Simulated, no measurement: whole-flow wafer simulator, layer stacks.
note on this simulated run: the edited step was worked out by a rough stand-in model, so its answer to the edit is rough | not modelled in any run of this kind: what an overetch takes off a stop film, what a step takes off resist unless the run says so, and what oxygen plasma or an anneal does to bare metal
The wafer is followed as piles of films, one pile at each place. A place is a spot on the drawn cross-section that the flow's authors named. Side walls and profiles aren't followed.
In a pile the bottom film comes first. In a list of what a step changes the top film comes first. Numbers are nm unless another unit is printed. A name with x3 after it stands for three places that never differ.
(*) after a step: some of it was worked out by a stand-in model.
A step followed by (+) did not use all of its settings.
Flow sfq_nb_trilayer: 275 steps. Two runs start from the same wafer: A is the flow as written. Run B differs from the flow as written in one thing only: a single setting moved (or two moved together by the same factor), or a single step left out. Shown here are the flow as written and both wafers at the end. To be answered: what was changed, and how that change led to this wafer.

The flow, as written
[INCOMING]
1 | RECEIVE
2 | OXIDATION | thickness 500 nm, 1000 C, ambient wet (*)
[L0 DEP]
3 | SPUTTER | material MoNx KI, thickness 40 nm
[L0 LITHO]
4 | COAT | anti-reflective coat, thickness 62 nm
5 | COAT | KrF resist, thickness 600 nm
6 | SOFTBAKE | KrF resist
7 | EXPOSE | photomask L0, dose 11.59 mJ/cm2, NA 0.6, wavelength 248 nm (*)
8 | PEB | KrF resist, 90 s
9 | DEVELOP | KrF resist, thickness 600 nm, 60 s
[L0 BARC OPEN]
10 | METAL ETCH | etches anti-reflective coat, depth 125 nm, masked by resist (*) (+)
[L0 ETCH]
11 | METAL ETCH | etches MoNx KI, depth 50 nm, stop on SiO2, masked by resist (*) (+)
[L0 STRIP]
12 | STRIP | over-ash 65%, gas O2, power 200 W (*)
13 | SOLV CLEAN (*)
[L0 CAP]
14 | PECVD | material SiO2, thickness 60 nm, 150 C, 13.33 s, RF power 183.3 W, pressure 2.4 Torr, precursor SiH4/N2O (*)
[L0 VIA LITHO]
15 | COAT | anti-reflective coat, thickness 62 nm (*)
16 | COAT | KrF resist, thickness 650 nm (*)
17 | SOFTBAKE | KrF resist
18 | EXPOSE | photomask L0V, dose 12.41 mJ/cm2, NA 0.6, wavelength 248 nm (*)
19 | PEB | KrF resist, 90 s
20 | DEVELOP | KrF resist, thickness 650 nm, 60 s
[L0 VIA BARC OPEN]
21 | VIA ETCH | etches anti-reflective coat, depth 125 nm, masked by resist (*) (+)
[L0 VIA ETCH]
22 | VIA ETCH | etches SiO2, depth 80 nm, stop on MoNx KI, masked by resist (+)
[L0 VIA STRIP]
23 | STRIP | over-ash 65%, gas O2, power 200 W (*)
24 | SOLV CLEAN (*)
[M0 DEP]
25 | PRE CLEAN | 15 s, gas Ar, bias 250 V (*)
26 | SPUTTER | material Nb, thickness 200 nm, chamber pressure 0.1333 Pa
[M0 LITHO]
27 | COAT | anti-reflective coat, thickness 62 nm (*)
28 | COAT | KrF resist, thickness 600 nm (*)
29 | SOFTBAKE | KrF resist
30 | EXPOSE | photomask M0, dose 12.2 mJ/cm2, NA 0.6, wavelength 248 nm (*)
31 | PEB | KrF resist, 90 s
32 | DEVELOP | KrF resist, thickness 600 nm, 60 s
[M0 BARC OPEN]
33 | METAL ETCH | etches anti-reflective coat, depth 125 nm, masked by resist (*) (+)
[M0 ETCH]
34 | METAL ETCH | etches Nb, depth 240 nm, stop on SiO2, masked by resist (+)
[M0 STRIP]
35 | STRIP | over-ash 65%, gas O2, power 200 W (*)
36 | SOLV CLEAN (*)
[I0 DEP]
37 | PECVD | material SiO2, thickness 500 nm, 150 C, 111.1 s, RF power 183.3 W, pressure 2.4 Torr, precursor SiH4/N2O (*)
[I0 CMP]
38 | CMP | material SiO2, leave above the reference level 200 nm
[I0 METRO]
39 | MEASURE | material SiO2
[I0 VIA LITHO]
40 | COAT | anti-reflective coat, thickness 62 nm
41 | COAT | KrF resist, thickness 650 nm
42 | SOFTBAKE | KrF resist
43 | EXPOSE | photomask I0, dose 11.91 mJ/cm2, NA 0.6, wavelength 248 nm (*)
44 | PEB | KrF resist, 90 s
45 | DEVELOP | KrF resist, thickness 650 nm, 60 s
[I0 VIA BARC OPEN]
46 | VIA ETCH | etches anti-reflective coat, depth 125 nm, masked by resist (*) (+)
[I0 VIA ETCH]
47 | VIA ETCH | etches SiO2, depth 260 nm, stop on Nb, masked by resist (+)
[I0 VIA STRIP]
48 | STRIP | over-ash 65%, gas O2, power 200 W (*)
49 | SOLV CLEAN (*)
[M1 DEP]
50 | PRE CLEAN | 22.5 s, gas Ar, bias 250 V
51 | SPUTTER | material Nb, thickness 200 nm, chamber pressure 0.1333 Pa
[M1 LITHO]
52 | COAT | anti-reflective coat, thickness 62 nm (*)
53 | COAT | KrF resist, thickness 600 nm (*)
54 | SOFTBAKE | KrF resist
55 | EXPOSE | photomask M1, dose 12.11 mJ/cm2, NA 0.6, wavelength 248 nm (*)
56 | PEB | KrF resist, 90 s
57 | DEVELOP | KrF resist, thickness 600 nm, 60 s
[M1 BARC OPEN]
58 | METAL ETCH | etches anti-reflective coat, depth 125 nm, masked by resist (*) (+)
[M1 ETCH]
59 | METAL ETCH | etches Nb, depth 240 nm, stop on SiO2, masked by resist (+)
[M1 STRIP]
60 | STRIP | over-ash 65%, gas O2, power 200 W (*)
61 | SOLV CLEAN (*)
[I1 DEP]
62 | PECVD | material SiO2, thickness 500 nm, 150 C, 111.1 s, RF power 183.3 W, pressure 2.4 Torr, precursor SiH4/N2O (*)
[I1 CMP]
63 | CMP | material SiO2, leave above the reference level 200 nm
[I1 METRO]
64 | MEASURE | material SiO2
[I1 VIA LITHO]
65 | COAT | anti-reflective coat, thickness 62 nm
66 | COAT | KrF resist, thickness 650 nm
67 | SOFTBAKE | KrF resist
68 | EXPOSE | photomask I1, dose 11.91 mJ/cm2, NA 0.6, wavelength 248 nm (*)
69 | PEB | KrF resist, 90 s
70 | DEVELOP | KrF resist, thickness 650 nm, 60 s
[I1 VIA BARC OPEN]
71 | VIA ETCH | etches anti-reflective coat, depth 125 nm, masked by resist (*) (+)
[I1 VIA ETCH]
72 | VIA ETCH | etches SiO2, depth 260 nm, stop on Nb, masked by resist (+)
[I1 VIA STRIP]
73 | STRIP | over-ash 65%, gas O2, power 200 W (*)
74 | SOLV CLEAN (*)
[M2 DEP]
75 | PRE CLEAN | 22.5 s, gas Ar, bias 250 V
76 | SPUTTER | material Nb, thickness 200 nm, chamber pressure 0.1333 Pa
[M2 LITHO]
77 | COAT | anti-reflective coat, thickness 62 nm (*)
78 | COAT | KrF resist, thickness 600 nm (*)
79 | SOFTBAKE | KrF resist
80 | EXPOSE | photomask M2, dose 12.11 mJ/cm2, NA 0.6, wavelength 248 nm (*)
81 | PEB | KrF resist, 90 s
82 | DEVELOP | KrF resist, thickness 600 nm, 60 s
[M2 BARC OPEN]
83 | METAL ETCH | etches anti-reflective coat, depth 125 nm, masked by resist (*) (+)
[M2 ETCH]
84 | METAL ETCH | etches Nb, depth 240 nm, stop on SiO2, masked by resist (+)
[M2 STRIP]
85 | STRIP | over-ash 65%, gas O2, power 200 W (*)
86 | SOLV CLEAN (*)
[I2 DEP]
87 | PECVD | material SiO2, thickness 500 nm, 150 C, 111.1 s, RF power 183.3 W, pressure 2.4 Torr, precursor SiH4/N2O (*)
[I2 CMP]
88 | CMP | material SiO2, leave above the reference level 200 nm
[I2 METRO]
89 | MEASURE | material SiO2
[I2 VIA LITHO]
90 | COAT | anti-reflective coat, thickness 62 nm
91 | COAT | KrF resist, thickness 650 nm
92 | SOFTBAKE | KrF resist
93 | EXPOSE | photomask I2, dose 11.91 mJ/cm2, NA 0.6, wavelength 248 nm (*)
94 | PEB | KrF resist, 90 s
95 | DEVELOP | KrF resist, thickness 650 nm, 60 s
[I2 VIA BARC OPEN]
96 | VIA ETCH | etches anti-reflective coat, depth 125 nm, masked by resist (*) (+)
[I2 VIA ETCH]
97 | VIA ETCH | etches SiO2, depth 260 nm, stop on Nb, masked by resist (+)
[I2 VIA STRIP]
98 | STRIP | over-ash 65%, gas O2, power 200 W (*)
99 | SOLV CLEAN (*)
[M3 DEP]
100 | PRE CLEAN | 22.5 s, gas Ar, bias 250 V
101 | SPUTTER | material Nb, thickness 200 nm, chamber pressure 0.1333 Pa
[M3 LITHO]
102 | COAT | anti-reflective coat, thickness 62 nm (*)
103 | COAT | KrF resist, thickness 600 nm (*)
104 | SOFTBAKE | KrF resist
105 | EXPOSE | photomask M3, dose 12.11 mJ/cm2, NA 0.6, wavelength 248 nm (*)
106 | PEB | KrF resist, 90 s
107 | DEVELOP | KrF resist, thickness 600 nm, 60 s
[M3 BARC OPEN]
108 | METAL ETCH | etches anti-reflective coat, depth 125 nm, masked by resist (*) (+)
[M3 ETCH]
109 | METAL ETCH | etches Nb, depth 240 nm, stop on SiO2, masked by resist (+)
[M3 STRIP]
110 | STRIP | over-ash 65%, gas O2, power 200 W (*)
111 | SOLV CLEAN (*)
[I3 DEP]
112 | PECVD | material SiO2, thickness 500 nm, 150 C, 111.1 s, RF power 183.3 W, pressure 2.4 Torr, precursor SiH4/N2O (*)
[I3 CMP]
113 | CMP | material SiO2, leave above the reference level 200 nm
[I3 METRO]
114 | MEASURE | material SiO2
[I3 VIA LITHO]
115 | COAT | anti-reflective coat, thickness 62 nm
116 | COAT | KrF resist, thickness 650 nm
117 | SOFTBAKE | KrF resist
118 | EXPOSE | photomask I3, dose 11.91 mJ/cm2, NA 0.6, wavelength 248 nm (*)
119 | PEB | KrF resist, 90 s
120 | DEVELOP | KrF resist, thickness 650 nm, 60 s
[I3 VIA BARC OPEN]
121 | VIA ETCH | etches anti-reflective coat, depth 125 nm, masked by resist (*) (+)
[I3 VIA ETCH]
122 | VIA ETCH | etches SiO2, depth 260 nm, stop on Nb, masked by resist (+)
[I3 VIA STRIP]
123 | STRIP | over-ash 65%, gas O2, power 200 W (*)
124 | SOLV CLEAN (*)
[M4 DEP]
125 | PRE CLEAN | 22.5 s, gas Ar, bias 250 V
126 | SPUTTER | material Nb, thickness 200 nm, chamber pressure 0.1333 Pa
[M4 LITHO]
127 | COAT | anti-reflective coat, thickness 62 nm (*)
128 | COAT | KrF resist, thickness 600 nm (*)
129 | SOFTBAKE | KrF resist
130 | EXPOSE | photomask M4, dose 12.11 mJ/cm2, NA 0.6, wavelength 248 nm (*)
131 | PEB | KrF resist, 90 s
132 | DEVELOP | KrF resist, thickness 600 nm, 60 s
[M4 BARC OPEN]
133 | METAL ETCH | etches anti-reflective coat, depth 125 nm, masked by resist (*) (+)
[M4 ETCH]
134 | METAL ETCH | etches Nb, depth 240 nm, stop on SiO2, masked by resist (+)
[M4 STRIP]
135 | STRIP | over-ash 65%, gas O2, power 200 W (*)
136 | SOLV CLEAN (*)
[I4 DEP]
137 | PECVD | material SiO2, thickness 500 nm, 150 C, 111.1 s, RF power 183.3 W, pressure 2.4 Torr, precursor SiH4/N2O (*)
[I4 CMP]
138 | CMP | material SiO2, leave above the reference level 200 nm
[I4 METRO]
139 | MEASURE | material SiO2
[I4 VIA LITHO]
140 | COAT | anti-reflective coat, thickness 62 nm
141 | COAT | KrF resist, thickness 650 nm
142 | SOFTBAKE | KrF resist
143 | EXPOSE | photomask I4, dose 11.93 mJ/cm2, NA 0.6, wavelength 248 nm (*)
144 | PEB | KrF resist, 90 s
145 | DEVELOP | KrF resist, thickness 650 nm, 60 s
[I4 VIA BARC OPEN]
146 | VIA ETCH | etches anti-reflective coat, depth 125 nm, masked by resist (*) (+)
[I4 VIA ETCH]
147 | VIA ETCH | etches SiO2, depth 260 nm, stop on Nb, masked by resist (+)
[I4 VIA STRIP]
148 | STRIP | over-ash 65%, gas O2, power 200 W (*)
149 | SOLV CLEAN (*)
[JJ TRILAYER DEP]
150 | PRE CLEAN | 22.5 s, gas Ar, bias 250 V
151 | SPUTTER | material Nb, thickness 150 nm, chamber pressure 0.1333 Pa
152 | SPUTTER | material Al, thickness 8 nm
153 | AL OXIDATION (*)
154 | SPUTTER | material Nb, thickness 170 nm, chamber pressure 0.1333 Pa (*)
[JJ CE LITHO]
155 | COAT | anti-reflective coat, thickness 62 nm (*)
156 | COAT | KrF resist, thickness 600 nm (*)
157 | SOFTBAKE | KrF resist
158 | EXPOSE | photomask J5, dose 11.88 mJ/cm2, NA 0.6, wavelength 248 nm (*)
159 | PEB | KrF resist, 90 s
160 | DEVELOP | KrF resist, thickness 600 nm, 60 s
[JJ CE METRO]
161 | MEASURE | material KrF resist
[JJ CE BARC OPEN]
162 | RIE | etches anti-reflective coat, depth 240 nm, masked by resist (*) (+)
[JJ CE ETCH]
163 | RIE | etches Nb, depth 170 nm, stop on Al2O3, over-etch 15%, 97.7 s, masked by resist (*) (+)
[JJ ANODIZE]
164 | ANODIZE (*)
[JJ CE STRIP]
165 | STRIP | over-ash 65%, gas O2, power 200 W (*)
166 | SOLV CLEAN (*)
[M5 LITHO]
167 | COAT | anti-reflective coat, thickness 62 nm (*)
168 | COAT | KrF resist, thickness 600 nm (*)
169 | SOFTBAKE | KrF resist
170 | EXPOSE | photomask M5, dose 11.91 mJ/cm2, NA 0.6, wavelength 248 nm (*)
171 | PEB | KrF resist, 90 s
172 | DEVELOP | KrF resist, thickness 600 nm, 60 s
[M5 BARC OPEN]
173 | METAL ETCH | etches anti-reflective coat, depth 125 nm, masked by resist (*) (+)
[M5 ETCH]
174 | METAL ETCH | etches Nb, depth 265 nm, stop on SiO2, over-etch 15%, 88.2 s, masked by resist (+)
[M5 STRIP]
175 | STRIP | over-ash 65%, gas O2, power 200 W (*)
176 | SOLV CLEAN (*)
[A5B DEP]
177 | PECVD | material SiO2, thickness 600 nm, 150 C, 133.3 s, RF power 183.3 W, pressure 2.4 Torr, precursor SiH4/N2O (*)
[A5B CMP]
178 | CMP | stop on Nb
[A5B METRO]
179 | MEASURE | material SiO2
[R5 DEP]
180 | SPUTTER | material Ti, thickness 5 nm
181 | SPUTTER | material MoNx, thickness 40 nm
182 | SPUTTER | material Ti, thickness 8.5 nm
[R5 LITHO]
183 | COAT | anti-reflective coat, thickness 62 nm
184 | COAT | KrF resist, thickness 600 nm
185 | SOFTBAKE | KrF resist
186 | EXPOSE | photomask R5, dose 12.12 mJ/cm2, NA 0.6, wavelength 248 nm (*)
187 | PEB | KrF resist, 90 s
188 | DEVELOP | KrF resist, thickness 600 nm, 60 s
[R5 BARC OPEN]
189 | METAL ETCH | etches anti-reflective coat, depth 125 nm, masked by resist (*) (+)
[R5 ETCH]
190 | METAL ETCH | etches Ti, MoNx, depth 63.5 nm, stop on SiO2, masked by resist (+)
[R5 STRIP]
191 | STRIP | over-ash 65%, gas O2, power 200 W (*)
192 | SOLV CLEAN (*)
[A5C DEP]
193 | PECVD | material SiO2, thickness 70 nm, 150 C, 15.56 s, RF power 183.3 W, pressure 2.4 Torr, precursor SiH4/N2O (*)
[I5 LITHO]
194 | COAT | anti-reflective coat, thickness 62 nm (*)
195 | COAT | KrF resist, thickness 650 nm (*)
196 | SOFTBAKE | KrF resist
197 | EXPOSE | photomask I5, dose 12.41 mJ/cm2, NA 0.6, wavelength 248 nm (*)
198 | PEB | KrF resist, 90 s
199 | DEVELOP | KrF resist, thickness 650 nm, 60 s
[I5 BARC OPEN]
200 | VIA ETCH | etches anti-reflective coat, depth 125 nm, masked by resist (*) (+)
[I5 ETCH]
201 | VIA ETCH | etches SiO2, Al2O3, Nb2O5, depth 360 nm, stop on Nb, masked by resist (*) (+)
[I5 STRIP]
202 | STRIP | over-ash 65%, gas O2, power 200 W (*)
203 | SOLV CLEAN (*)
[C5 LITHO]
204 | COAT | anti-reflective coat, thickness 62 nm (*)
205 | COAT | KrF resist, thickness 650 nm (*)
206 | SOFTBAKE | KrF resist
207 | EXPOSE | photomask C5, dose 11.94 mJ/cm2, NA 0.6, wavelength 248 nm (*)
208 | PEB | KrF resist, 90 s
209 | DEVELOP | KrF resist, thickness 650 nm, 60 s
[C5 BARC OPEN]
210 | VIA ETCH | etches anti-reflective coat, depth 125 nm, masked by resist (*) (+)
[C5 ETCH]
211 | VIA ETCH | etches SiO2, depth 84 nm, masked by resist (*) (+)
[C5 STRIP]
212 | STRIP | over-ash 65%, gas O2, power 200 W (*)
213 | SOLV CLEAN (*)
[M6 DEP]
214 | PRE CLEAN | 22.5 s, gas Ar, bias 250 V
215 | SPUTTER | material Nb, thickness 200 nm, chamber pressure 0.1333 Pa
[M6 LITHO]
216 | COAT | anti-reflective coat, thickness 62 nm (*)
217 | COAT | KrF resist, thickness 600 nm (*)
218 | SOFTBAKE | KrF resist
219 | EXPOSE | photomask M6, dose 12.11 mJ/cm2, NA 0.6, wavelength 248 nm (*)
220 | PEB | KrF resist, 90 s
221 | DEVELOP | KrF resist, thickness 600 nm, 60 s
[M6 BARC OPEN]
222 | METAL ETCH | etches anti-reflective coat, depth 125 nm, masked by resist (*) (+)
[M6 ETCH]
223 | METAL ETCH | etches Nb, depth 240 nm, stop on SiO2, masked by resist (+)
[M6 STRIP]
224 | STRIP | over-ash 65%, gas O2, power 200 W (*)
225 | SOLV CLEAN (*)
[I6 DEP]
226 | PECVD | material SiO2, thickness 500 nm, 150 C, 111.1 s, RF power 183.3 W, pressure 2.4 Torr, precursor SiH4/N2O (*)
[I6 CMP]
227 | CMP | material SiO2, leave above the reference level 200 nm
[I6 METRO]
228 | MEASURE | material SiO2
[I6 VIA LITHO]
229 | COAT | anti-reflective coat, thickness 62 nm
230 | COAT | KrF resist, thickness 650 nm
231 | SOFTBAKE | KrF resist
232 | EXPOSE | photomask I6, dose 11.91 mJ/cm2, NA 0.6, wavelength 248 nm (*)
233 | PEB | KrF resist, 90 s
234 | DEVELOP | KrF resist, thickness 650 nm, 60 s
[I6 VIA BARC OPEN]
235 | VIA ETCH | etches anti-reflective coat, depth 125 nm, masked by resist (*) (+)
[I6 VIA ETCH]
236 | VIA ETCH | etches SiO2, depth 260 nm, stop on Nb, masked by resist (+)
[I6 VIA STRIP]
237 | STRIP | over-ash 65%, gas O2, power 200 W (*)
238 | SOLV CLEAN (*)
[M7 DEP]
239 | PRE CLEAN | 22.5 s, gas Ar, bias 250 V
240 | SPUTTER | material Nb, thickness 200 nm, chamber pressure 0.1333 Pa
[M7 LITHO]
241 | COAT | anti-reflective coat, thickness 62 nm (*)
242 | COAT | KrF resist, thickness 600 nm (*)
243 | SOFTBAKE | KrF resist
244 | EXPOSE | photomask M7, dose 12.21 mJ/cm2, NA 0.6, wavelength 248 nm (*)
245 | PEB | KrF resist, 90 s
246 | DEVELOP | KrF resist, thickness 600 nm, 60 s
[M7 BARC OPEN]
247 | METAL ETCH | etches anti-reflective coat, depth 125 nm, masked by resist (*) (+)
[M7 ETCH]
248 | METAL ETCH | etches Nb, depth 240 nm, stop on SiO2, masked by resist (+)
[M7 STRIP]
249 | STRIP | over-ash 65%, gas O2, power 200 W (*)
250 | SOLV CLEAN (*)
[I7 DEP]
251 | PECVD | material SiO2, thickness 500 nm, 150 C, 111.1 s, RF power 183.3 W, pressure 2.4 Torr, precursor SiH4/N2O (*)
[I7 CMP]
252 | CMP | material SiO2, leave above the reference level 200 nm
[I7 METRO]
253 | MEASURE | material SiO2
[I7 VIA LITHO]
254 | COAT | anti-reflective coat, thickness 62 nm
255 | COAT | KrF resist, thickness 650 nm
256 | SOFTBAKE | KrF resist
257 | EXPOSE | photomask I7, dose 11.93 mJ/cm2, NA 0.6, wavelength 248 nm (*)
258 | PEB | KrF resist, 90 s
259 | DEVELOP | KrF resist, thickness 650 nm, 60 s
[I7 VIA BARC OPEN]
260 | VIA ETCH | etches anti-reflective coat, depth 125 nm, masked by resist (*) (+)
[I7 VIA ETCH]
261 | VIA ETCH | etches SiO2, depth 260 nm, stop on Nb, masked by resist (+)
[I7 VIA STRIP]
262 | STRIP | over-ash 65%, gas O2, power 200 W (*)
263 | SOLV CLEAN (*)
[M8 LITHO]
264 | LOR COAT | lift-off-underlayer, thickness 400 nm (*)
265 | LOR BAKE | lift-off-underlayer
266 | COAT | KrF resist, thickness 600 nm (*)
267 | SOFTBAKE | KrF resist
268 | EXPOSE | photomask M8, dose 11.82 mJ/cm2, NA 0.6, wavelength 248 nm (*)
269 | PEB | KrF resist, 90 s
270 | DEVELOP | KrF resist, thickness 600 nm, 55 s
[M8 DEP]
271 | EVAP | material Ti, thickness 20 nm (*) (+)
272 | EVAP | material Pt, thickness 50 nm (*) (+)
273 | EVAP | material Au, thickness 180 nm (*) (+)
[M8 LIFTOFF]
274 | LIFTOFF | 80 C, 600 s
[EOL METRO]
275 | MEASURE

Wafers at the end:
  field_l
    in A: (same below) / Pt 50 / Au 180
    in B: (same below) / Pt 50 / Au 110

The reason: step 273, EVAP: thickness 110 nm was run, though the flow has thickness 180 nm.
The wafer itself shows it: field_l has Au 110, and step 273 as written asks for 180 nm.

Step by step, how the change led to this:
  273 | EVAP | material Au, thickness 180 nm (*) (+)
      field_l, v_sur, via_wl and 103 more: A +180 Au (new film) | B +110 Au (new film)
  274 | LIFTOFF | 80 C, 600 s
      p4_fl, p4_fm, p4_w1 and 71 more: A -180 Au (all of it), -50 Pt (all of it), -20 Ti (all of it), -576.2 KrF resist (all of it), -400 lift-off-underlayer (all of it) | B -110 Au (all of it), -50 Pt (all of it), -20 Ti (all of it), -576.2 KrF resist (all of it), -400 lift-off-underlayer (all of it)
      c5j, ce_r: A -180 Au (all of it), -50 Pt (all of it), -20 Ti (all of it), -573.3 KrF resist (all of it), -399.3 lift-off-underlayer (all of it) | B -110 Au (all of it), -50 Pt (all of it), -20 Ti (all of it), -573.3 KrF resist (all of it), -399.3 lift-off-underlayer (all of it)
      (also at 19 further places)
